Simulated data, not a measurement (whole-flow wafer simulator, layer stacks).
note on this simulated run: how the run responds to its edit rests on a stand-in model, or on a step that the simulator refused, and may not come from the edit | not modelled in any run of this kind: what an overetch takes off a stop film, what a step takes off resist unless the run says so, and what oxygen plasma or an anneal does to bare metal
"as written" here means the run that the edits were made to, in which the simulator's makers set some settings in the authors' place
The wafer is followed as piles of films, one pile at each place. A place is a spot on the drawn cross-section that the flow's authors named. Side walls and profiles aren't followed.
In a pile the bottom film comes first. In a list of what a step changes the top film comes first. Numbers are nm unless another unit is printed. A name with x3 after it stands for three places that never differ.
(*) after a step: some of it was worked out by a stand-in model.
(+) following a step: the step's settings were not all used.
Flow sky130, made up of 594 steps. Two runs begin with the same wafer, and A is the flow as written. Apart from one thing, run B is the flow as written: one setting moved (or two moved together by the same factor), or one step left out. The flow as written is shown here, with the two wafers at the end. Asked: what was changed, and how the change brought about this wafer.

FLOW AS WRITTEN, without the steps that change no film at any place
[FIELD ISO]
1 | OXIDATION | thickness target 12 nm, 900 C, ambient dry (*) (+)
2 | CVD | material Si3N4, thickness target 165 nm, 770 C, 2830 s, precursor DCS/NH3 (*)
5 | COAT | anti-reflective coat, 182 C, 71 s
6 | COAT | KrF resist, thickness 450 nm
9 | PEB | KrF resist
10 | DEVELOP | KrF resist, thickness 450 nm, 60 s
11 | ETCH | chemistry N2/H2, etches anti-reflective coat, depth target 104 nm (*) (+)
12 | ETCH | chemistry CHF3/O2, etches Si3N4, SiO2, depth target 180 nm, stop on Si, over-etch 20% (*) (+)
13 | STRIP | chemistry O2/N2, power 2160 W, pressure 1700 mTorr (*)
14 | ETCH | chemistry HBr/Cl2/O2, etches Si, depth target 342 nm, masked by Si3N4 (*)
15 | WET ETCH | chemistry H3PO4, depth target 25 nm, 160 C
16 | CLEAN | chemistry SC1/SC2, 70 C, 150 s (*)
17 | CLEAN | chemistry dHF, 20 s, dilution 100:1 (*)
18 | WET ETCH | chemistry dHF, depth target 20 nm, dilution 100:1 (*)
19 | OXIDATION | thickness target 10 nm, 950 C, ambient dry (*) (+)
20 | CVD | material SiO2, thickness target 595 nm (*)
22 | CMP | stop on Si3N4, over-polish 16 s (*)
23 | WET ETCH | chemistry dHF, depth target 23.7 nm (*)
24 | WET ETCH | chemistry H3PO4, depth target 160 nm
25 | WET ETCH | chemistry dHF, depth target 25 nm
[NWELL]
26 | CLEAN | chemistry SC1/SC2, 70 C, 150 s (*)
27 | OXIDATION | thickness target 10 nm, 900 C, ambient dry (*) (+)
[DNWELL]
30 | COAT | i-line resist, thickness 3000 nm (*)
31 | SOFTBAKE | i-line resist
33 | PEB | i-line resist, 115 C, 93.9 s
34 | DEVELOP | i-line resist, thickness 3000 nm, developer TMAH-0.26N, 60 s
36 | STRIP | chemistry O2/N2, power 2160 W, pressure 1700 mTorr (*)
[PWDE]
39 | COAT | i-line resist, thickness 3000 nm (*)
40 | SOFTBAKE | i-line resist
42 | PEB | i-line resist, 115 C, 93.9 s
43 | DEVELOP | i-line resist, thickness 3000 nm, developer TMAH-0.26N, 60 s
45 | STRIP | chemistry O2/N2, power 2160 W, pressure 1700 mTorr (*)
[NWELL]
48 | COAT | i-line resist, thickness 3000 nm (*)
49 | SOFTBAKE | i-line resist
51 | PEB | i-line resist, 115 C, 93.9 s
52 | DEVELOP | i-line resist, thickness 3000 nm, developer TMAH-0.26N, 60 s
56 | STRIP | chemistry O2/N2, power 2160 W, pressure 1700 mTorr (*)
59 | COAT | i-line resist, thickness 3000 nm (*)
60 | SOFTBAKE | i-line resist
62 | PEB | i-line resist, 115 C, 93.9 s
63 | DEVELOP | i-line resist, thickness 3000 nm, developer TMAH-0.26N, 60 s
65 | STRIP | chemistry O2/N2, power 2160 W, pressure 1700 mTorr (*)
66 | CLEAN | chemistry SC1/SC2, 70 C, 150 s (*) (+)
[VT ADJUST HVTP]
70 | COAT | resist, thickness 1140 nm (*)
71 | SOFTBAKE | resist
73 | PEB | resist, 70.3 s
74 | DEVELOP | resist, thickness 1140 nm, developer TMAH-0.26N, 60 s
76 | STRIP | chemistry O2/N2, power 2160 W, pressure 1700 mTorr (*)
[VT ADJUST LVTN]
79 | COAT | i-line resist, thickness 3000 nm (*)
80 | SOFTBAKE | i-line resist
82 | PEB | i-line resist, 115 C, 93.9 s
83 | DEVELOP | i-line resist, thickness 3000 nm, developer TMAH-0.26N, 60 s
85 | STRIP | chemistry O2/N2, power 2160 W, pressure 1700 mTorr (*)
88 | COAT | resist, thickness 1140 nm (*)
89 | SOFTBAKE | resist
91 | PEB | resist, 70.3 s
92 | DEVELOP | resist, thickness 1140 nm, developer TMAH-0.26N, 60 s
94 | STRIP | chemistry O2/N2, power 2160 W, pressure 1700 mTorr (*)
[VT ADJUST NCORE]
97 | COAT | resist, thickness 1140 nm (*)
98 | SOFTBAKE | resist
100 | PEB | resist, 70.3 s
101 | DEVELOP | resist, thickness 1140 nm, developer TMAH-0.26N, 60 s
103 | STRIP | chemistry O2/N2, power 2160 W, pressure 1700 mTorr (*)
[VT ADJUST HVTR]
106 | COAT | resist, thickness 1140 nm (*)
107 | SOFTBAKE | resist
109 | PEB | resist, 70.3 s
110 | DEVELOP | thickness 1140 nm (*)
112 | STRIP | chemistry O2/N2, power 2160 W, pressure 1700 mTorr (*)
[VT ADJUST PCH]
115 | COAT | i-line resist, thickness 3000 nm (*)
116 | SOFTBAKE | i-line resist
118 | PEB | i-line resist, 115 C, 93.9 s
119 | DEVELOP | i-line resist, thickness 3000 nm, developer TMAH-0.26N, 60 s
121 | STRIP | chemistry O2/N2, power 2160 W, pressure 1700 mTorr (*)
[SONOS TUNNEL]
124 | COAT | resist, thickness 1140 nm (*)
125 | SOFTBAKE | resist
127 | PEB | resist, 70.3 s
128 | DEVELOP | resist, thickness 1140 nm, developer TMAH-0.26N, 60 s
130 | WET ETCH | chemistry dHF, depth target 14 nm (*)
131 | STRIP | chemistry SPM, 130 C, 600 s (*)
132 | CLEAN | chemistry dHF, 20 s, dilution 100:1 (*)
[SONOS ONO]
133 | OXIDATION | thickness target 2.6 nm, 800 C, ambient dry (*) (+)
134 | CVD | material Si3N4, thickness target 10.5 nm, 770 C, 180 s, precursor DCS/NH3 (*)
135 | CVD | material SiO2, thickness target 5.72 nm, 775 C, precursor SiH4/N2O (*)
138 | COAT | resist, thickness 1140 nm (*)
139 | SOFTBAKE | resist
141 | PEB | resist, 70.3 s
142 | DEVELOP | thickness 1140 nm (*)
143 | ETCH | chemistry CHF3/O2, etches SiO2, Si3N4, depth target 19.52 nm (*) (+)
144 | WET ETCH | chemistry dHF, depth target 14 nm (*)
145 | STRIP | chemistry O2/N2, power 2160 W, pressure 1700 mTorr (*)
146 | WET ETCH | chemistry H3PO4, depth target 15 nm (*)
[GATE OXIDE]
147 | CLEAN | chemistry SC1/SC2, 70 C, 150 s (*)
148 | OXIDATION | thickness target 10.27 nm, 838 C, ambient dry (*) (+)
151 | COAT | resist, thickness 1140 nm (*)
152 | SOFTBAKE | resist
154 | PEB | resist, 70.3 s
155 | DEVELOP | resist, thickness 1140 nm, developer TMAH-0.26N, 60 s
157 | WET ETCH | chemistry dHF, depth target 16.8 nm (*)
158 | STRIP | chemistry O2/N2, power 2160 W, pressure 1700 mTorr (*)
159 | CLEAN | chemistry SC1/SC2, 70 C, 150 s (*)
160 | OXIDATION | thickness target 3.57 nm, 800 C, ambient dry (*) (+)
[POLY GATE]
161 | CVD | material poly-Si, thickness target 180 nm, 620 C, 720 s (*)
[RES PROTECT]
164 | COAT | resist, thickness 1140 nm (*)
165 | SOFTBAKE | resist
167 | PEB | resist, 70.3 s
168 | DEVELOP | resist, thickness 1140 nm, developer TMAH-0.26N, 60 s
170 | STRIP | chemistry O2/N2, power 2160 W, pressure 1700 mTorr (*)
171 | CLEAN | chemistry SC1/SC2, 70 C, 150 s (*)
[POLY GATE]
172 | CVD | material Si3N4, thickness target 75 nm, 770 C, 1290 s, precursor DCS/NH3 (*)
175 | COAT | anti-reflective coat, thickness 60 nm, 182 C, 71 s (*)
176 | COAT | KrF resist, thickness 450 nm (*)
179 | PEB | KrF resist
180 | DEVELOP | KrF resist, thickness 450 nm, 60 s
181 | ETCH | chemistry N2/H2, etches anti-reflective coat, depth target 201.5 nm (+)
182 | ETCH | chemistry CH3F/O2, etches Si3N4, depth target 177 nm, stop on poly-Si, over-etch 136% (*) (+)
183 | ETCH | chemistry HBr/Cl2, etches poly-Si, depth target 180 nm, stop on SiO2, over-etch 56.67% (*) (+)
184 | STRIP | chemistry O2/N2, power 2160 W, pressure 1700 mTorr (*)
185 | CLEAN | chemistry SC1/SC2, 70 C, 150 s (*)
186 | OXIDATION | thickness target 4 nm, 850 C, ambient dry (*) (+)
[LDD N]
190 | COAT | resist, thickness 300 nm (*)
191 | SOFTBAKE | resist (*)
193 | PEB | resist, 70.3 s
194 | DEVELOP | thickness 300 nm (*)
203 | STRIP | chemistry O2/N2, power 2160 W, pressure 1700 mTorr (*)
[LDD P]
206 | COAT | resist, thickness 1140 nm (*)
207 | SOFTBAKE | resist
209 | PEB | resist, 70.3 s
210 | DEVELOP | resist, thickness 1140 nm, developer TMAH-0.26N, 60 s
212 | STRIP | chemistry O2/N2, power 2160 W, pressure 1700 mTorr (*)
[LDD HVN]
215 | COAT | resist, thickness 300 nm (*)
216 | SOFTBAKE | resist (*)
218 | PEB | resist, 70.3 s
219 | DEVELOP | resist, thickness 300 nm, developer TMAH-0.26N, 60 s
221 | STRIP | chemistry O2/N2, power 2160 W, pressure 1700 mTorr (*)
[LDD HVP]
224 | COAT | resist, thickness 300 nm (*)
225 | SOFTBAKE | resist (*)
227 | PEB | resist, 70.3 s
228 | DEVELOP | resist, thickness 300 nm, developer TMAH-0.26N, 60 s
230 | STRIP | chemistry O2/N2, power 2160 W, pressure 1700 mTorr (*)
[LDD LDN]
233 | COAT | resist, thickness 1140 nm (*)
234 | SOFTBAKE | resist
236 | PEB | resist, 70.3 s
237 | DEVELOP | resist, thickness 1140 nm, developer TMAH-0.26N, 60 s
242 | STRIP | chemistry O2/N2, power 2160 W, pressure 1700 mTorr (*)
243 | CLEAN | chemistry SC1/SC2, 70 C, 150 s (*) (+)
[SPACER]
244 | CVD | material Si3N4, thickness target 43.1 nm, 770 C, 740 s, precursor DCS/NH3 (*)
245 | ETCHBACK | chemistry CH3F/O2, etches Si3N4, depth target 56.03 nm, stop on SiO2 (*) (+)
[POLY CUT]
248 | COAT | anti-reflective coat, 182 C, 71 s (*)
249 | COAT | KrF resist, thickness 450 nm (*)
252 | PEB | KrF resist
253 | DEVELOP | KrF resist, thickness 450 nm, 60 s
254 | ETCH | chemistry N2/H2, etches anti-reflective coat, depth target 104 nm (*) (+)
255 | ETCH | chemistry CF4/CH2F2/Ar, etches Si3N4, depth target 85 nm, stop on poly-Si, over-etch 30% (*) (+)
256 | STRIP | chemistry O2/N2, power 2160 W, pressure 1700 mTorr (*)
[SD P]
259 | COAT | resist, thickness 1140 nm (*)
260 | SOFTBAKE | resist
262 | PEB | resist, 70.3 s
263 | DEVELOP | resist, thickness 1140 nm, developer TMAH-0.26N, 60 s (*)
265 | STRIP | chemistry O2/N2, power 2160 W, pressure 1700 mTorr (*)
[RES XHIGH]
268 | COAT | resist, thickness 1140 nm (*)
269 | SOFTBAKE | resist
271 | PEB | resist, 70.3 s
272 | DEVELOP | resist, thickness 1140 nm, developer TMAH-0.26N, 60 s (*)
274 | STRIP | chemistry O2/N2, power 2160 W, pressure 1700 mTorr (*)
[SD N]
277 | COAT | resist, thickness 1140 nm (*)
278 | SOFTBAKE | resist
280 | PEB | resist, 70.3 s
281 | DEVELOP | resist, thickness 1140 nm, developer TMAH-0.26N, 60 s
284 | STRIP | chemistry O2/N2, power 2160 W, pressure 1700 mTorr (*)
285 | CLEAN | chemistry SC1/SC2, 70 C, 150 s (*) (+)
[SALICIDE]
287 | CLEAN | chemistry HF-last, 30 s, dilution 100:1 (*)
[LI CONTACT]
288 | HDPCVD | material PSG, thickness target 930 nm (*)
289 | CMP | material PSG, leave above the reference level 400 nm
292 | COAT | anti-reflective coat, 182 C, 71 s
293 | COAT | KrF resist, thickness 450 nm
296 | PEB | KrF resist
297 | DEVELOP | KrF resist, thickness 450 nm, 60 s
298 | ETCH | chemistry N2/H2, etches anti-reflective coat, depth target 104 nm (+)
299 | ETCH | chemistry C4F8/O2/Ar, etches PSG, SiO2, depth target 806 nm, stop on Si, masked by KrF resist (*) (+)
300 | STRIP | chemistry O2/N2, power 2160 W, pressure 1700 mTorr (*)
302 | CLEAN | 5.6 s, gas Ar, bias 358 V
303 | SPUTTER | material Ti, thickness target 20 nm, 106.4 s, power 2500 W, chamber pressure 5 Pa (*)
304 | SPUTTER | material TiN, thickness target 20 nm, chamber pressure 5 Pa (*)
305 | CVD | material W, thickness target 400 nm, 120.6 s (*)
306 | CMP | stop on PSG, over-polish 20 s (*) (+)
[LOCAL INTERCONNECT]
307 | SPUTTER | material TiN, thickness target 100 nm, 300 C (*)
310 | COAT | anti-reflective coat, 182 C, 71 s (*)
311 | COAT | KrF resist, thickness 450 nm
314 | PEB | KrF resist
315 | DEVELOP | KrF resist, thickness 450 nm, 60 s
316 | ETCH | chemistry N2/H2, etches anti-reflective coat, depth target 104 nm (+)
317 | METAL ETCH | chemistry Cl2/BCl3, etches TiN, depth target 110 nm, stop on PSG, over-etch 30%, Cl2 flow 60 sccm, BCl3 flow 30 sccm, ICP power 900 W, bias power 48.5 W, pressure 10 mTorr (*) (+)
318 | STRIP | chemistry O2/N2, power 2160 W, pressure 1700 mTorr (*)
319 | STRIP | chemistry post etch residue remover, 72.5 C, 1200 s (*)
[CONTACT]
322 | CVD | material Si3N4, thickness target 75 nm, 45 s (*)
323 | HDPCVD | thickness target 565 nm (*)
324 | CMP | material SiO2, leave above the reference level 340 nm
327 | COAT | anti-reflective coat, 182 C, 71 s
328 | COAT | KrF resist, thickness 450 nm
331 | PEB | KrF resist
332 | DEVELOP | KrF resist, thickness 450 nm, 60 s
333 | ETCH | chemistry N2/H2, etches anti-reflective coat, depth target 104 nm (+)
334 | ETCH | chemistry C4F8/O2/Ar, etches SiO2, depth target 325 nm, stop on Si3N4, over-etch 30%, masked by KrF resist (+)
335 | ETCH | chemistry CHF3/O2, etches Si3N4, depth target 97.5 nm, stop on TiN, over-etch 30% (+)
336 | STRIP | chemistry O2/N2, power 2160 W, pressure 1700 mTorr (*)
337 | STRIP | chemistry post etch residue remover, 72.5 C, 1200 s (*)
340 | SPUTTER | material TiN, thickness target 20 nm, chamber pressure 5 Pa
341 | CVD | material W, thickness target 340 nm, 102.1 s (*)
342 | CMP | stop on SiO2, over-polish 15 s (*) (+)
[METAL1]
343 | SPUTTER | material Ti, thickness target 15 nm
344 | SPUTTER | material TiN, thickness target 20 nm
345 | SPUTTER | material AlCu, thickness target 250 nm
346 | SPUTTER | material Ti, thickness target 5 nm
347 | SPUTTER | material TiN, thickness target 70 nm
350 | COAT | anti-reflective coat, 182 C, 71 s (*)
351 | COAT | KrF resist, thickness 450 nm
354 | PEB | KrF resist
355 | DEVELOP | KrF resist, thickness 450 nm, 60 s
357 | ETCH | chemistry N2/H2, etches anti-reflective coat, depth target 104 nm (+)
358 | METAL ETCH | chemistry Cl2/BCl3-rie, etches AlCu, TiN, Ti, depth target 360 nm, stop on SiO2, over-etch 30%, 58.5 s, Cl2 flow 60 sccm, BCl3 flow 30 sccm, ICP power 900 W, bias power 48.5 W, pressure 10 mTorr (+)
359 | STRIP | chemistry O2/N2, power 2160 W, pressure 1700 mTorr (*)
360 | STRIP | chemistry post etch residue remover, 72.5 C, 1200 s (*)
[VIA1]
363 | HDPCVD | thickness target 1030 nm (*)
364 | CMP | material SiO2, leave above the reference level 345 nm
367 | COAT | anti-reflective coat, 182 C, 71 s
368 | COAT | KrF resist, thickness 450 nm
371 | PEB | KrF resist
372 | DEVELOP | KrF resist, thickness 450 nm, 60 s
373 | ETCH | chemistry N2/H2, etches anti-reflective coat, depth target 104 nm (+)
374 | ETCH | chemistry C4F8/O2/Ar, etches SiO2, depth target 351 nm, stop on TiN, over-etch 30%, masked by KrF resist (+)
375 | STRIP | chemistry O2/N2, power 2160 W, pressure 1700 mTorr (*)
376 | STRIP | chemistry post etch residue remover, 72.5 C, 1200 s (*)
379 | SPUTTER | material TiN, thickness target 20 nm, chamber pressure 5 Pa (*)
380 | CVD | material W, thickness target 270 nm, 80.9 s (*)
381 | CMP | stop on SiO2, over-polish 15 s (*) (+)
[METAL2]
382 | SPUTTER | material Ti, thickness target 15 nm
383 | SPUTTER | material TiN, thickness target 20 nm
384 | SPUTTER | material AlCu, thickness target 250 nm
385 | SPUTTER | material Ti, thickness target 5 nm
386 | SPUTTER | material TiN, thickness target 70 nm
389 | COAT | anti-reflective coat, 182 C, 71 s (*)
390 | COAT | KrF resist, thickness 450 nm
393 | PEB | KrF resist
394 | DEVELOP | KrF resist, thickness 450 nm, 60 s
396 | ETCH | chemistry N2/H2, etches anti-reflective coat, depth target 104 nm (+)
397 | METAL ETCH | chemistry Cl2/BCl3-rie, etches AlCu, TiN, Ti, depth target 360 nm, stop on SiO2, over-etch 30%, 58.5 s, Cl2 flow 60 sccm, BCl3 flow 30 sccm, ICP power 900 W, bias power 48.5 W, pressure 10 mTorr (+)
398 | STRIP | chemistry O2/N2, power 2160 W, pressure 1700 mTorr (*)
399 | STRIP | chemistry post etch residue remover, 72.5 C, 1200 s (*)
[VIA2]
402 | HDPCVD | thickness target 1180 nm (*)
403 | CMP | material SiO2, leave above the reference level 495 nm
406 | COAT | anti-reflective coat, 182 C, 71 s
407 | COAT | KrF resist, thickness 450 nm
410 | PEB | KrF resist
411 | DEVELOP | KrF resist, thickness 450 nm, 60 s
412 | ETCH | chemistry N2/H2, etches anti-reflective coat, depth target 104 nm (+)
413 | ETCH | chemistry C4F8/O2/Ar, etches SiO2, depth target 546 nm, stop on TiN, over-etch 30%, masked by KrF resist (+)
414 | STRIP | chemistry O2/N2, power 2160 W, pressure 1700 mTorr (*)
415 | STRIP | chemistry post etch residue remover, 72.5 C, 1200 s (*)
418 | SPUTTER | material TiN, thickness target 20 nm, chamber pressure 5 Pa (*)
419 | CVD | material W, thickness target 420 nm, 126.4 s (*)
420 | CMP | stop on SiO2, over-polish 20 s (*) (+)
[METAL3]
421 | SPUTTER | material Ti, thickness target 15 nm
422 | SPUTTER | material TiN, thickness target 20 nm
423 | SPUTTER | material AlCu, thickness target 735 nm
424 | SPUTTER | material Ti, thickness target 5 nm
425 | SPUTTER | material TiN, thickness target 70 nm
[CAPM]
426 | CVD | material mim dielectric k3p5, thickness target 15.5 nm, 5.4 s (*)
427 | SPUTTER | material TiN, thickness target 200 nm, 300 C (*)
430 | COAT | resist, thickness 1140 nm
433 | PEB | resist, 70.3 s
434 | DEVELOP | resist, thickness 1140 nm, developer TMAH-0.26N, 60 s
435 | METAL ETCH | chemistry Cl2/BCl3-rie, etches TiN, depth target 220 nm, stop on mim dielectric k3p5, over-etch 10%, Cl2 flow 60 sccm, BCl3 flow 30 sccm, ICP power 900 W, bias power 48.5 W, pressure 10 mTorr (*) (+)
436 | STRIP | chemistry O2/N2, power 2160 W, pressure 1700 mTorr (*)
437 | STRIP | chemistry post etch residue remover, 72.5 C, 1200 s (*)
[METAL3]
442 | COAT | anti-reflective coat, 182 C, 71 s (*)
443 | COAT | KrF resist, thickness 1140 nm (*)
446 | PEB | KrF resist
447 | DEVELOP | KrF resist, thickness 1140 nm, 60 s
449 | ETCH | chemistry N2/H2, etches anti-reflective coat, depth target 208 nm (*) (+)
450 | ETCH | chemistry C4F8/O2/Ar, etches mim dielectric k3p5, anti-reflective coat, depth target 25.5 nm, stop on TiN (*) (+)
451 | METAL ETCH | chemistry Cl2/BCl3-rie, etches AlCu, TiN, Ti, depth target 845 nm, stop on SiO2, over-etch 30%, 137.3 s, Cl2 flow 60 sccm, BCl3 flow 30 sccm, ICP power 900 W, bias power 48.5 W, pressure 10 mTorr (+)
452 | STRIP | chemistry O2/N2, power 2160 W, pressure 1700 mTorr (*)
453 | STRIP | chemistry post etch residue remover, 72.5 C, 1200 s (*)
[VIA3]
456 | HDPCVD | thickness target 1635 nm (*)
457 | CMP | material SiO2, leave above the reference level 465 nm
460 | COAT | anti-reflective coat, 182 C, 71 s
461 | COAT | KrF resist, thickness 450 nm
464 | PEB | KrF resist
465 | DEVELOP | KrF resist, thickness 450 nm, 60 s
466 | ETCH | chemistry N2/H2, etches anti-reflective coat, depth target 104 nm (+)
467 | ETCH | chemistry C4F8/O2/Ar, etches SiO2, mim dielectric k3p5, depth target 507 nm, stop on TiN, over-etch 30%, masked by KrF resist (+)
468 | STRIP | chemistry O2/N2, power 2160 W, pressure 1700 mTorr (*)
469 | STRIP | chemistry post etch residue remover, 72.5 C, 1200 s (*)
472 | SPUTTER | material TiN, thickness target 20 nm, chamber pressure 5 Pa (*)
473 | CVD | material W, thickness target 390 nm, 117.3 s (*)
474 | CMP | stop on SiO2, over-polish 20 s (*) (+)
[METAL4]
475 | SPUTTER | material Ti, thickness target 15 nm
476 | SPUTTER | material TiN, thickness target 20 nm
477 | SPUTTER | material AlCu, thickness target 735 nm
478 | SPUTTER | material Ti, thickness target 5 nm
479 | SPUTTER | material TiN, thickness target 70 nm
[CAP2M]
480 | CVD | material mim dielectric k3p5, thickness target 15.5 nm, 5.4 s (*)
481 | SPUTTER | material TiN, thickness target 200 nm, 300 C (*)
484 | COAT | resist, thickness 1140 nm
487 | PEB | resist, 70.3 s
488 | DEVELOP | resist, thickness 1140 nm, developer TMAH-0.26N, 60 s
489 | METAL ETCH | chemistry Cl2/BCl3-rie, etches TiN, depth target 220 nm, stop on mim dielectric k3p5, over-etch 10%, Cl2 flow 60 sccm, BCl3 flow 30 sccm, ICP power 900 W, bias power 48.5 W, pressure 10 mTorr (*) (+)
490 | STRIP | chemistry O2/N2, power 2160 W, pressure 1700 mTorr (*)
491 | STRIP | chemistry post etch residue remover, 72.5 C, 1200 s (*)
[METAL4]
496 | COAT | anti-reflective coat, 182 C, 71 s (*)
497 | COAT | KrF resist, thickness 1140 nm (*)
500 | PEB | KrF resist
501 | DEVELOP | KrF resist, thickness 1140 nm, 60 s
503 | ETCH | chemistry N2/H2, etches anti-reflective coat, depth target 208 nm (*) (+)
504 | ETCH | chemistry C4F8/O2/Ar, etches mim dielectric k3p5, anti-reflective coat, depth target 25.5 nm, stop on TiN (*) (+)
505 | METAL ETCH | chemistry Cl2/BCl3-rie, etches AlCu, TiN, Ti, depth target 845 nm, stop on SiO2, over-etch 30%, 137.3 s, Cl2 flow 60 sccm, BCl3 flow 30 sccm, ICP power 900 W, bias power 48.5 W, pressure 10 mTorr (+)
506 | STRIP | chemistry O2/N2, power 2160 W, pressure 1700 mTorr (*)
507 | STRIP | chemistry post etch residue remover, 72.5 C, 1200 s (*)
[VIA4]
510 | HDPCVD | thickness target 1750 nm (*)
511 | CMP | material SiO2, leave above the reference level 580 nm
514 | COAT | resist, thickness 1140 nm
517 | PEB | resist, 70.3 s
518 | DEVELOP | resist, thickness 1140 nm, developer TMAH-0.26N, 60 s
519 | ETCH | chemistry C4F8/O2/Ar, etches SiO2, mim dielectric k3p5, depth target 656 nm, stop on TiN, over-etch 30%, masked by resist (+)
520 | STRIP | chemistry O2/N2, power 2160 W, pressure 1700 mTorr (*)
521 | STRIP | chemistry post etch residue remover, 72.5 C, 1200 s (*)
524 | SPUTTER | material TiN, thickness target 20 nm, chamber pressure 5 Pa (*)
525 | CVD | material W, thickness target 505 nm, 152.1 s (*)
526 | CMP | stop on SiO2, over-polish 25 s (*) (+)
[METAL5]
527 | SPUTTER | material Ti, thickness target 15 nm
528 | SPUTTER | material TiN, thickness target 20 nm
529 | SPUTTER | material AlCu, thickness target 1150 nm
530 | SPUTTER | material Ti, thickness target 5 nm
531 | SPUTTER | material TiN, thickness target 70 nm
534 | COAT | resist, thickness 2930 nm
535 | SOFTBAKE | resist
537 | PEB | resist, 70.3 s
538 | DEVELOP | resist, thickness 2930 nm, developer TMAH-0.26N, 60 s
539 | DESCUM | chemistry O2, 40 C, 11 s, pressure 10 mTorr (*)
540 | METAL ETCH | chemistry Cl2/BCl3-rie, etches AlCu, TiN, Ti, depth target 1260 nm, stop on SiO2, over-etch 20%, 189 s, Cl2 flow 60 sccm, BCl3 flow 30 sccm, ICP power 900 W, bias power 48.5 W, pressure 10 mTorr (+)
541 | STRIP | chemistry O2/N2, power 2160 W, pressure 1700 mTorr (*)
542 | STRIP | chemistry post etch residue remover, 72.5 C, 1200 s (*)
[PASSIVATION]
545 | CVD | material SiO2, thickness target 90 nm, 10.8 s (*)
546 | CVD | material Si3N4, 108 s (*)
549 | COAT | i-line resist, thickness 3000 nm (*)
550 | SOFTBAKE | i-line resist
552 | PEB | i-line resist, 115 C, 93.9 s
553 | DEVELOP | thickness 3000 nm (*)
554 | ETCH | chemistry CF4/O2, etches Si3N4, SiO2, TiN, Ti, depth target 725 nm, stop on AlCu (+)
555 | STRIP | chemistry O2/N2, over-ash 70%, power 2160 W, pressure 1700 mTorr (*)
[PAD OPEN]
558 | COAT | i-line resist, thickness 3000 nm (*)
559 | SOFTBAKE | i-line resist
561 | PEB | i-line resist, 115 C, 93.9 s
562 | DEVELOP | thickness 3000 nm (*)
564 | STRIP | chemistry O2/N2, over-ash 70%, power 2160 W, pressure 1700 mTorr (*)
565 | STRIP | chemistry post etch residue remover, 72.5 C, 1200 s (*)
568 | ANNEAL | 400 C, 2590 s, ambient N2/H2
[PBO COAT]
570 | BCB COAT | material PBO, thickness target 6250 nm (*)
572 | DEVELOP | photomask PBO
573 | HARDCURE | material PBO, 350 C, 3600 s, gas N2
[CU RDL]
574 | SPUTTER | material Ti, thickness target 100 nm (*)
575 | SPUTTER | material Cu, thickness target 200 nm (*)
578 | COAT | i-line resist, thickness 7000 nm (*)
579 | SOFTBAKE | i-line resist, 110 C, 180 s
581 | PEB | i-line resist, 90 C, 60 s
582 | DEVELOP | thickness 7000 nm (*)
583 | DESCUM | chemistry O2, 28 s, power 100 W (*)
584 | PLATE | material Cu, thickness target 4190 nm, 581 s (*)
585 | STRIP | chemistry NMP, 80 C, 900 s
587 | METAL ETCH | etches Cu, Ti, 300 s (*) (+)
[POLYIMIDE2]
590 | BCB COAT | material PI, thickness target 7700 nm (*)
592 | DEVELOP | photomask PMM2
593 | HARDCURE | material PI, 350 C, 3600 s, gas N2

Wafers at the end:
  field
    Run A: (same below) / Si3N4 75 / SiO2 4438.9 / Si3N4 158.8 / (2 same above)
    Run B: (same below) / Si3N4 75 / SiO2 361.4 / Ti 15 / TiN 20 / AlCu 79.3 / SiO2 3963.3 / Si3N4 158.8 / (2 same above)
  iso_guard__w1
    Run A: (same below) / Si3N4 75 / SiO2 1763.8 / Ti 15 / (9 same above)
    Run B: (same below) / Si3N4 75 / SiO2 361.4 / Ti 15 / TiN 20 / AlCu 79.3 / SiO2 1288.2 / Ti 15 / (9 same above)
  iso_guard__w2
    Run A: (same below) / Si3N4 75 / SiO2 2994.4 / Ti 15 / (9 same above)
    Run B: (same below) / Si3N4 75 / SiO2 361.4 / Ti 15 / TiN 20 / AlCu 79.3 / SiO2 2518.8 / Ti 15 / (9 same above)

What caused this: step 358, METAL ETCH: depth target 183.6 nm was run, though the flow has depth target 360 nm; step 358, METAL ETCH: 29.8 s was run, where the flow has 58.5 s.

The path from the change to this, step by step:
  358 | METAL ETCH | chemistry Cl2/BCl3-rie, etches AlCu, TiN, Ti, depth target 360 nm, stop on SiO2, over-etch 30%, 58.5 s, Cl2 flow 60 sccm, BCl3 flow 30 sccm, ICP power 900 W, bias power 48.5 W, pressure 10 mTorr (+)
      field, active, gate and 81 more: A -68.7 TiN (all of it), -5 Ti (all of it), -250 AlCu (all of it), -20 TiN (all of it), -15 Ti (all of it), -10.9 SiO2 | B -68.7 TiN (all of it), -5 Ti (all of it), -165 AlCu
      n_well, p_well, gate_hv and 104 more: A -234 KrF resist | B -119.3 KrF resist
  359 | STRIP | chemistry O2/N2, power 2160 W, pressure 1700 mTorr (*)
      n_well, p_well, gate_hv and 100 more: A -143.8 KrF resist (all of it), -80 anti-reflective coat (all of it) | B -258.5 KrF resist (all of it), -80 anti-reflective coat (all of it)
      poly_licon, ndiff_licon, ndiff_licon_cpp, rpo_hd_licon: A -143.9 KrF resist (all of it), -80.5 anti-reflective coat (all of it) | B -258.5 KrF resist (all of it), -80.5 anti-reflective coat (all of it)
  360 | STRIP | chemistry post etch residue remover, 72.5 C, 1200 s (*)
      field, active, gate and 81 more: A nothing | B -5.72 AlCu
  363 | HDPCVD | thickness target 1030 nm (*)
      field, active, gate and 81 more: A +1030 SiO2 | B +1030 SiO2 (new film)
  364 | CMP | material SiO2, leave above the reference level 345 nm
      field, active, gate and 81 more: A -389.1 SiO2 | B -514.3 SiO2
With metal films that touch counted as one body, field has 1 body; the flow as written gives 0 bodies.
With metal films that touch counted as one body, iso_guard__w1 has 2 bodies (between them, from the top down: SiO2 1288.2); the flow as written gives 1 body.
With metal films that touch counted as one body, iso_guard__w2 has 2 bodies (between them, from the top down: SiO2 2518.8); the flow as written gives 1 body.
